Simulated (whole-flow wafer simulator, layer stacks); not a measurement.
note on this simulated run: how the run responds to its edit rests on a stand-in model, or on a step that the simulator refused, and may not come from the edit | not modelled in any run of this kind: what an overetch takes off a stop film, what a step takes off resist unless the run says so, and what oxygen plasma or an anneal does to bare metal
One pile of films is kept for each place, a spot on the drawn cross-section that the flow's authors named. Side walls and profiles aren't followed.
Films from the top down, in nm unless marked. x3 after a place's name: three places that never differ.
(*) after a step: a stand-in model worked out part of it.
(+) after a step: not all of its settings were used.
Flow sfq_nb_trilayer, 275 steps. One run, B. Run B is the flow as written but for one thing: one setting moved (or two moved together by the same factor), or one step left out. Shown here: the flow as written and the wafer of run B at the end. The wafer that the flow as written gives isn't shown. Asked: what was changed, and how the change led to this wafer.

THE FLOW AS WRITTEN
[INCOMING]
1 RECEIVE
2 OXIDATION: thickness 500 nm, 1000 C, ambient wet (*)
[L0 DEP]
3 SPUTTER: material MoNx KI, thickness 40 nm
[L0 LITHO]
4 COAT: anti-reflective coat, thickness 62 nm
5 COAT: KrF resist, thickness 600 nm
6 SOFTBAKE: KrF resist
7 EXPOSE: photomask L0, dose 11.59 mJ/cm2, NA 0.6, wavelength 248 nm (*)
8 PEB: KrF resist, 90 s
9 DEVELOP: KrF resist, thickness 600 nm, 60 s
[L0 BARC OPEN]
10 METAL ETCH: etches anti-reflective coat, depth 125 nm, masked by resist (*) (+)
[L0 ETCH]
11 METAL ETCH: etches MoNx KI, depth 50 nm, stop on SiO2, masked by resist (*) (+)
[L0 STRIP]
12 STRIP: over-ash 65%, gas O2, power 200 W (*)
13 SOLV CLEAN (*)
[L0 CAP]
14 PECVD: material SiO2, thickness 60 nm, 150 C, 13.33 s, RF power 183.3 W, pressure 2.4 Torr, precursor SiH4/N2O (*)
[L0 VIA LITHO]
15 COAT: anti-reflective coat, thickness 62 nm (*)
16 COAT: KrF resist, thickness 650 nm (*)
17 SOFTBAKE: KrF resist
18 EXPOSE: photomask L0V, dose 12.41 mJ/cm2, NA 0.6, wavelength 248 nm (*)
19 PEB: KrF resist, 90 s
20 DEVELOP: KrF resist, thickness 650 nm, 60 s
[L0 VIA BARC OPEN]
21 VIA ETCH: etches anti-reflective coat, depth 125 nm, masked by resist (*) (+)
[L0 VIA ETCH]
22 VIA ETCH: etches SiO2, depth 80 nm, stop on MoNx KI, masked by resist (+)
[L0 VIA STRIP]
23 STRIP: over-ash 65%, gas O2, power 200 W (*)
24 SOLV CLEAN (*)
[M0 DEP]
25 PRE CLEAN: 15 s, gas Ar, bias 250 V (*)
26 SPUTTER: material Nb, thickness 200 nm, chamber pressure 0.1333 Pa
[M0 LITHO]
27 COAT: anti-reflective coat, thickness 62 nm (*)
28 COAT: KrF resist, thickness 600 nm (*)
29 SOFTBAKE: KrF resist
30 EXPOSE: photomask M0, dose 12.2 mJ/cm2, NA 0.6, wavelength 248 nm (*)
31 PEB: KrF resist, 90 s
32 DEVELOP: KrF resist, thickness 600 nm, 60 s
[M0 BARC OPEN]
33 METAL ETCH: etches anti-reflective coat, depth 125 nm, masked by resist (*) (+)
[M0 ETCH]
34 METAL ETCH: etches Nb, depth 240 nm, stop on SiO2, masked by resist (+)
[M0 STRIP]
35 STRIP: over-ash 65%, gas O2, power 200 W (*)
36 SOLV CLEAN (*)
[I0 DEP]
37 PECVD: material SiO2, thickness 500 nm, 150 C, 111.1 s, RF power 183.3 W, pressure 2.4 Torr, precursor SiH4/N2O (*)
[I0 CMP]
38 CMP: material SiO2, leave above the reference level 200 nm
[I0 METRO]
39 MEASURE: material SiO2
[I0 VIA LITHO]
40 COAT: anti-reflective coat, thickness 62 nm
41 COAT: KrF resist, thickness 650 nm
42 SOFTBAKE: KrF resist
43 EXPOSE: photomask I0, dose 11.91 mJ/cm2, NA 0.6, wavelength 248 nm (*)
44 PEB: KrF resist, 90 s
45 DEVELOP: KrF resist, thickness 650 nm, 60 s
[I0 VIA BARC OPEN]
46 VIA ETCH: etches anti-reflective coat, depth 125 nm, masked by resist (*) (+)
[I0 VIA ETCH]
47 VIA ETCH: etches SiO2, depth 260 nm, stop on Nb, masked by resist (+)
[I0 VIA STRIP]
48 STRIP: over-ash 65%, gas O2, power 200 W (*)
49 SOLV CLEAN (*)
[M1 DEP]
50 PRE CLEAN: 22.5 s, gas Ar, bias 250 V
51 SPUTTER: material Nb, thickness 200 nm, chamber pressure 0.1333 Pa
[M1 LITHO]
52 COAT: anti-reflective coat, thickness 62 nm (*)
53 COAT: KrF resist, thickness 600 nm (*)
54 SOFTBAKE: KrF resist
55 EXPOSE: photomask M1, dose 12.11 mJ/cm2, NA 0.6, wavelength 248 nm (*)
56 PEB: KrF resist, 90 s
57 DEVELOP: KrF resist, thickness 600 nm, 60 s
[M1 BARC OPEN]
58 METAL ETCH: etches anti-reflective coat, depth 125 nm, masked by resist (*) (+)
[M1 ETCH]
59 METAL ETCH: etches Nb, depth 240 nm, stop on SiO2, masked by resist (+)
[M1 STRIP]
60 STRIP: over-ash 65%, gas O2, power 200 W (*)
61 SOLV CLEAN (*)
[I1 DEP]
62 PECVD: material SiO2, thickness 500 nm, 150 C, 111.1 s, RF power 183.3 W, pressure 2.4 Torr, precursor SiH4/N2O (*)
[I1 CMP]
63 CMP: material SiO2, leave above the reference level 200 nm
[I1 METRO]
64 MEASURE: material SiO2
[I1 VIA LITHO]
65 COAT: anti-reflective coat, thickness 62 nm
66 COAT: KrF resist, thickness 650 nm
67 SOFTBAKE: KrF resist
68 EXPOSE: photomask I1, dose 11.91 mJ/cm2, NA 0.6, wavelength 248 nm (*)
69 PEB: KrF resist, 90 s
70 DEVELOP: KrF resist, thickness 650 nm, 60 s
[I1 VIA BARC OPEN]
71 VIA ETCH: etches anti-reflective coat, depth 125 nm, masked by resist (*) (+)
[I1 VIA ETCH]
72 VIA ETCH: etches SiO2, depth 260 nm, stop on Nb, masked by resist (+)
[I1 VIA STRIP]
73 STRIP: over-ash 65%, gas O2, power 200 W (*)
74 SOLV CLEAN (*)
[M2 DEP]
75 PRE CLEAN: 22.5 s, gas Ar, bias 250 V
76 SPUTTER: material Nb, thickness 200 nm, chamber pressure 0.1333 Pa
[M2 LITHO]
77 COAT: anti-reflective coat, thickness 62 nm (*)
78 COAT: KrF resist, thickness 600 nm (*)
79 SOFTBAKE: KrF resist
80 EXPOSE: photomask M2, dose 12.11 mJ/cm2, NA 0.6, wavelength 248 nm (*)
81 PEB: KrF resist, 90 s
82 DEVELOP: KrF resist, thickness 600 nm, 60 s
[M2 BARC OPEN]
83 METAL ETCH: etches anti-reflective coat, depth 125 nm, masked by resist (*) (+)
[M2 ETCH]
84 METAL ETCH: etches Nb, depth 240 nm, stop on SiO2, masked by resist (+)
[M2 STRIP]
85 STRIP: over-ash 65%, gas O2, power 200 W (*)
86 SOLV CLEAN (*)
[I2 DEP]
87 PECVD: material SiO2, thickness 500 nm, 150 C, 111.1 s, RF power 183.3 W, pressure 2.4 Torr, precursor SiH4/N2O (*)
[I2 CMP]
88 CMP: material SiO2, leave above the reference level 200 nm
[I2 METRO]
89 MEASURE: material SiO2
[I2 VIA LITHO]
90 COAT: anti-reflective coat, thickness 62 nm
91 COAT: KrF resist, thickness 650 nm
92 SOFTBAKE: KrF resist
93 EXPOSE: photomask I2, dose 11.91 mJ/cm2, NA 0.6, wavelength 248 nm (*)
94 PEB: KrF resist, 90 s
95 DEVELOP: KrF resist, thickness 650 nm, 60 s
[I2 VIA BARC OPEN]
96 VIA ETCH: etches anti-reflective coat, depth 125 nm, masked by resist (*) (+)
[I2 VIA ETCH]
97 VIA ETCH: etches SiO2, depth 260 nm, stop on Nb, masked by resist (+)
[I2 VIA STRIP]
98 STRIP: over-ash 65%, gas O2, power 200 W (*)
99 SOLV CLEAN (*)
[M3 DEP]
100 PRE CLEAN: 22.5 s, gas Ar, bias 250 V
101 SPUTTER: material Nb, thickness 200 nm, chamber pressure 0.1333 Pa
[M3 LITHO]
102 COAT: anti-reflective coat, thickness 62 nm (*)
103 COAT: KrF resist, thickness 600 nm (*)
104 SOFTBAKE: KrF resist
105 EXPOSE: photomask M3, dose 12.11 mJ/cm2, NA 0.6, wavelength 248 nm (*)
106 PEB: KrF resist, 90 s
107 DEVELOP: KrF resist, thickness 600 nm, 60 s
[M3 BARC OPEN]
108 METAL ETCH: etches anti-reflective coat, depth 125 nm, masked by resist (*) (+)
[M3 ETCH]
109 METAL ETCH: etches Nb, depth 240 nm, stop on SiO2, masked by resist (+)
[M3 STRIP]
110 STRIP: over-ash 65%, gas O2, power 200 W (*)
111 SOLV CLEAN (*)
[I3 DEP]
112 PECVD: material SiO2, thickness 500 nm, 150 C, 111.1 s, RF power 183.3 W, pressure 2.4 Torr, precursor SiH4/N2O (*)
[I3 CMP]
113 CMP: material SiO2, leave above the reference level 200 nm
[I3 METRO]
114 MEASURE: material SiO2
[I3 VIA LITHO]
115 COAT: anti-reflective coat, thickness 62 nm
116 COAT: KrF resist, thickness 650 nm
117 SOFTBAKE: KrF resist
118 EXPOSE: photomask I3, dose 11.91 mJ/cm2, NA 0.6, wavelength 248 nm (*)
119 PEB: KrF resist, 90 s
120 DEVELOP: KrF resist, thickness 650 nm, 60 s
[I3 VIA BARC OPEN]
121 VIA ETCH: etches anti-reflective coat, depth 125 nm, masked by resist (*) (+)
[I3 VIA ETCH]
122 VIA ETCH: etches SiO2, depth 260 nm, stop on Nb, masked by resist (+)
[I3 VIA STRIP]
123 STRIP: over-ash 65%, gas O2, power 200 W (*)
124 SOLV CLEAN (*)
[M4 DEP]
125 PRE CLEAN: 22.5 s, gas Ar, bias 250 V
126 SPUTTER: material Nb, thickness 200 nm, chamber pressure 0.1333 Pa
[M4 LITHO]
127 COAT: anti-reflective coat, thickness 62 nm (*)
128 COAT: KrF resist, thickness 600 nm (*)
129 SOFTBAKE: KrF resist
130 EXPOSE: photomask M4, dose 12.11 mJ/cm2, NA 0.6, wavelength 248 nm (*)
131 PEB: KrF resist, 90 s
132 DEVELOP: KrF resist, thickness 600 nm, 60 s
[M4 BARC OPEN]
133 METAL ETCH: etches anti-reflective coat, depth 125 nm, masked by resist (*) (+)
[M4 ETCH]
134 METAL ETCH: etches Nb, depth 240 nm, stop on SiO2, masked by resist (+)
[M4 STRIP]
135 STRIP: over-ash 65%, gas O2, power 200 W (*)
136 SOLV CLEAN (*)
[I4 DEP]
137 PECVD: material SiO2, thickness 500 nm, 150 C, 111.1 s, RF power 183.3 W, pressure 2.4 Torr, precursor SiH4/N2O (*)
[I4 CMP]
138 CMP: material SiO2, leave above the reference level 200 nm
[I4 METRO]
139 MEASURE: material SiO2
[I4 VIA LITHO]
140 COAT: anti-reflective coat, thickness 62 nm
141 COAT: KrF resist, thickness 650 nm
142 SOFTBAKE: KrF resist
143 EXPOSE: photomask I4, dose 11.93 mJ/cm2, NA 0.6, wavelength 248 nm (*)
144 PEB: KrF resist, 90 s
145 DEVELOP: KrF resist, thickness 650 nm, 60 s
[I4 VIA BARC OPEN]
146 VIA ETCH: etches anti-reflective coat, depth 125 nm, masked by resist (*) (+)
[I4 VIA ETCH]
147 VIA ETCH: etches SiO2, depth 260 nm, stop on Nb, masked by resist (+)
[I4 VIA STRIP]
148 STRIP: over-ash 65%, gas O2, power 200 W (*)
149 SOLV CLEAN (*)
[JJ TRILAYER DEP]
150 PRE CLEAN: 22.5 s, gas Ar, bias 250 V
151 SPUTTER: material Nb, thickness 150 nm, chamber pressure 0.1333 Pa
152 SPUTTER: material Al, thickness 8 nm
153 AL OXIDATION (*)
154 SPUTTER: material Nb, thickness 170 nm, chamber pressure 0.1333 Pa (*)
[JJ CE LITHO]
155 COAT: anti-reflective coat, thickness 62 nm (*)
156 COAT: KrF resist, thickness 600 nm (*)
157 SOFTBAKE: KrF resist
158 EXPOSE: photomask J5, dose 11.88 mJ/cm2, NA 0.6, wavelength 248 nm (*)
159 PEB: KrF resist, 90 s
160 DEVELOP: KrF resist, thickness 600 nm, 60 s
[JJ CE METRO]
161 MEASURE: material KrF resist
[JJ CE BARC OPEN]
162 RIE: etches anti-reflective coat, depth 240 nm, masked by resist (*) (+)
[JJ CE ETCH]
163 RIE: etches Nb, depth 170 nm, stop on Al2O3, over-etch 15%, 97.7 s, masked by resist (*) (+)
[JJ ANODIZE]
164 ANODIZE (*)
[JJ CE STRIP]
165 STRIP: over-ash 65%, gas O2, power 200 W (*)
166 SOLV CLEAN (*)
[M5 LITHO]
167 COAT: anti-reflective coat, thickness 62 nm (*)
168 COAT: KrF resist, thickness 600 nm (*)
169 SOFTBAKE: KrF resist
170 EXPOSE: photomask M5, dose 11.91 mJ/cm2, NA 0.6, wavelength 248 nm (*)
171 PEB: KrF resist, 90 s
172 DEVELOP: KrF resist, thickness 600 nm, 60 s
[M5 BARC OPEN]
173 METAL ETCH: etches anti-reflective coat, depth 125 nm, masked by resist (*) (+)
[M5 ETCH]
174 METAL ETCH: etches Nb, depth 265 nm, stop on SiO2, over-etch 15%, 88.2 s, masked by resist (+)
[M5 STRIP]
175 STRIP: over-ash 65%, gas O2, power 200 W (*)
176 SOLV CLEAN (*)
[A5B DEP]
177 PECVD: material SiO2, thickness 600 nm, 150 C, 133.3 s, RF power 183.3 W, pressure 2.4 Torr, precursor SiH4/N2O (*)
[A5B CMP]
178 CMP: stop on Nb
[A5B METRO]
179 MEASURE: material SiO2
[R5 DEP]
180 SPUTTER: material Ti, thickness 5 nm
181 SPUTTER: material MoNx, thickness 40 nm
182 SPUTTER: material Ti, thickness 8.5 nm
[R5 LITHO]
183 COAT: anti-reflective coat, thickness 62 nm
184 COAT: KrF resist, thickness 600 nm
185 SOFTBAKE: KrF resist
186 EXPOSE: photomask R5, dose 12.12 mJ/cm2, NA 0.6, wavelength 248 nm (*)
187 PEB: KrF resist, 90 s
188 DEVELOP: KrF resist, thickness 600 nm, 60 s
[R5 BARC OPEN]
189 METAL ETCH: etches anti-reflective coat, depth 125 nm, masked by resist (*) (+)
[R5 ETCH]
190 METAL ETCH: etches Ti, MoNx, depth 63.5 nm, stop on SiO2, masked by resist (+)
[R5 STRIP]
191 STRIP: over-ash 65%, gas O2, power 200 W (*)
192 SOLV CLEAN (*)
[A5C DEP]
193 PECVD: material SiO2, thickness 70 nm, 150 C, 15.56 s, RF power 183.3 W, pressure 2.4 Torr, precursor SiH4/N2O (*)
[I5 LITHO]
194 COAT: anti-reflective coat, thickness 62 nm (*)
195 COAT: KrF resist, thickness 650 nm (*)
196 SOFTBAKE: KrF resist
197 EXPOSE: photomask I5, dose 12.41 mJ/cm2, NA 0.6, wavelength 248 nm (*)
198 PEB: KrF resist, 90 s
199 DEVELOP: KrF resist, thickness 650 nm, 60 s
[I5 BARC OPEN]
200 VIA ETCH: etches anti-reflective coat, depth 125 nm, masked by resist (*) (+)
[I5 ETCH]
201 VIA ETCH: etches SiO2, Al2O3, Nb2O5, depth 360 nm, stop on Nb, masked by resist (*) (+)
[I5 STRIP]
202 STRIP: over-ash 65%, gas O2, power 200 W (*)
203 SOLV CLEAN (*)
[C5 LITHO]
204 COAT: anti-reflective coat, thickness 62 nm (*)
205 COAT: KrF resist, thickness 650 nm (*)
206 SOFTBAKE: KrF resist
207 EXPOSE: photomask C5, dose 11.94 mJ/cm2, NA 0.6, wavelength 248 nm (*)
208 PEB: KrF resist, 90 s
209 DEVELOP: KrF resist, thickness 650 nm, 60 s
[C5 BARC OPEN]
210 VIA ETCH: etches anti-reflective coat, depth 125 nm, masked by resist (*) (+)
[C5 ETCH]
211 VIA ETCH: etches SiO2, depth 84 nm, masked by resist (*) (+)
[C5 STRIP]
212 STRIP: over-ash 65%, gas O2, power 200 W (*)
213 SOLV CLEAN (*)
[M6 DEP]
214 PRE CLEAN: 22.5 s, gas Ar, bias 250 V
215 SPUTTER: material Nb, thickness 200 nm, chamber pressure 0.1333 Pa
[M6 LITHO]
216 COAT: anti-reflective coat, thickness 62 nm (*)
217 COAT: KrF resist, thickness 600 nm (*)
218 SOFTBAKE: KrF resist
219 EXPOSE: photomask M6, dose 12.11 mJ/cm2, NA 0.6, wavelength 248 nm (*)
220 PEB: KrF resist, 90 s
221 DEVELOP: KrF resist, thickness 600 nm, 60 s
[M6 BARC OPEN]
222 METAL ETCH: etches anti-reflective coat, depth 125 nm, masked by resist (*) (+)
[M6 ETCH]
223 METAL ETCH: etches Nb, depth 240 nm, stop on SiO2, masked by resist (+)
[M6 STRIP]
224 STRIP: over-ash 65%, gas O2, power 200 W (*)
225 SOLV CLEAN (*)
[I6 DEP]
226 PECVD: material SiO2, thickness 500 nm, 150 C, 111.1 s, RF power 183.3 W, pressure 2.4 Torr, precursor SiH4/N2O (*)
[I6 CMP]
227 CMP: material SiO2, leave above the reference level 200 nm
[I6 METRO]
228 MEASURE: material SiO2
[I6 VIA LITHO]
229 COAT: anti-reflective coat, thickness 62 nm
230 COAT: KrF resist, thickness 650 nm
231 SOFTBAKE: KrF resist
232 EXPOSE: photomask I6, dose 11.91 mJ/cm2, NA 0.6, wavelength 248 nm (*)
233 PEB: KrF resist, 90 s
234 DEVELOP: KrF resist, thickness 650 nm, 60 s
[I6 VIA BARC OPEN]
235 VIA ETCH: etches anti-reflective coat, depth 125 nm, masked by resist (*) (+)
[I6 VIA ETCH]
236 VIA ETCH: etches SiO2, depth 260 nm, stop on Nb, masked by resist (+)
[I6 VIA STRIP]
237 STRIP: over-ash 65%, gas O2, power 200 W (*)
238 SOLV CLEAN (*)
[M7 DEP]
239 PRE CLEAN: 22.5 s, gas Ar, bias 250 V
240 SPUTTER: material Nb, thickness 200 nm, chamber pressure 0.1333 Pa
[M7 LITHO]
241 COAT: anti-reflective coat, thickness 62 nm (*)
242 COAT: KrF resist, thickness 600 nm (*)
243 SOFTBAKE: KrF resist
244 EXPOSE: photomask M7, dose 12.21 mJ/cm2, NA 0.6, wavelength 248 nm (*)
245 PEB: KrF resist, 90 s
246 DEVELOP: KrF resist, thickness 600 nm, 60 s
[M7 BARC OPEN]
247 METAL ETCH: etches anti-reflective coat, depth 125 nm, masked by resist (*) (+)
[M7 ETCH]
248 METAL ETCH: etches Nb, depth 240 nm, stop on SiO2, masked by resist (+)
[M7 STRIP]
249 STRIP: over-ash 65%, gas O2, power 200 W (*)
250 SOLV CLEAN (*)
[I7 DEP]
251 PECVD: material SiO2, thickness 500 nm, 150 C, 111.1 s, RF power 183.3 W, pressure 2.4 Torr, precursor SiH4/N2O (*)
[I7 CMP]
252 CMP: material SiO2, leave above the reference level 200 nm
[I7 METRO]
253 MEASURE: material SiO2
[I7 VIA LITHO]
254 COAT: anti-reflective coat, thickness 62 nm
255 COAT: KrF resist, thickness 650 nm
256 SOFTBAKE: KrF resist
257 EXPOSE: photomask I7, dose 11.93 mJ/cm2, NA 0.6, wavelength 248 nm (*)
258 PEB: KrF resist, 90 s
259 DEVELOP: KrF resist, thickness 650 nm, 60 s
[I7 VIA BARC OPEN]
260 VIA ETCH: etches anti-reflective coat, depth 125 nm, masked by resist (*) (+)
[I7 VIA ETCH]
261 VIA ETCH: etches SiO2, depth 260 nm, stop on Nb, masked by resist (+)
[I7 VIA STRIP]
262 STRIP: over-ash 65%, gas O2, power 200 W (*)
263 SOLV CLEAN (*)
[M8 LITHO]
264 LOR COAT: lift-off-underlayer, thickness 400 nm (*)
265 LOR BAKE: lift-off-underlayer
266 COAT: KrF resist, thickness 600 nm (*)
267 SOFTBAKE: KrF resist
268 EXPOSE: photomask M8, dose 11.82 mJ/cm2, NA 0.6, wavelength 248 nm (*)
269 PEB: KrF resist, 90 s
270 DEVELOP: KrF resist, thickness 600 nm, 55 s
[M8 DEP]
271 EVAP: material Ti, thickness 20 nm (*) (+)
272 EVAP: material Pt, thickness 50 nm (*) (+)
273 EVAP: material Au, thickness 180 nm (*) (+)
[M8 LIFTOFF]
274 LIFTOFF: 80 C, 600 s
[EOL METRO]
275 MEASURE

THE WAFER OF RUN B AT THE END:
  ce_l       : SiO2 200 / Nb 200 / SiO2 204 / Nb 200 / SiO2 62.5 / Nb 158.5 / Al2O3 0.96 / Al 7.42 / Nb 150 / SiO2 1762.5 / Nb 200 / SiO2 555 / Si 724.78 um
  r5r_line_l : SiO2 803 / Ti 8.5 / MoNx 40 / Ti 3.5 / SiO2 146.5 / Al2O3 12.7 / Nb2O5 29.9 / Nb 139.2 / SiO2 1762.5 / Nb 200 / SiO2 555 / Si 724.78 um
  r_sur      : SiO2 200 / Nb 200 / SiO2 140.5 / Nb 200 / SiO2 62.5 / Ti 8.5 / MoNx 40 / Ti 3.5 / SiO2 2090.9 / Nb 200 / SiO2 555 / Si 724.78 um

The cause: step 180, SPUTTER: thickness 3.5 nm was run, where the flow has thickness 5 nm.
It can be read off the wafer: r5r_line_l has Ti 3.5, and step 180 as written asks for 5 nm.

How the change led to this, step by step:
  180 SPUTTER: material Ti, thickness 5 nm
      field_l, v_sur, via_wl and 103 more: Ti +3.5 (new film) (as written it would be: Ti +5 (new film))
  190 METAL ETCH: etches Ti, MoNx, depth 63.5 nm, stop on SiO2, masked by resist (+)
      field_l, v_sur, via_wl and 92 more: Ti -8.5 (all of it), MoNx -40 (all of it), Ti -3.5 (all of it) (as written it would be: Ti -8.5 (all of it), MoNx -40 (all of it), Ti -5 (all of it))
      ce_l, c5j, ce_r, wl_jj: Ti -8.5 (all of it), MoNx -40 (all of it), Ti -3.5 (all of it), Nb -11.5 (as written it would be: Ti -8.5 (all of it), MoNx -40 (all of it), Ti -5 (all of it), Nb -10)
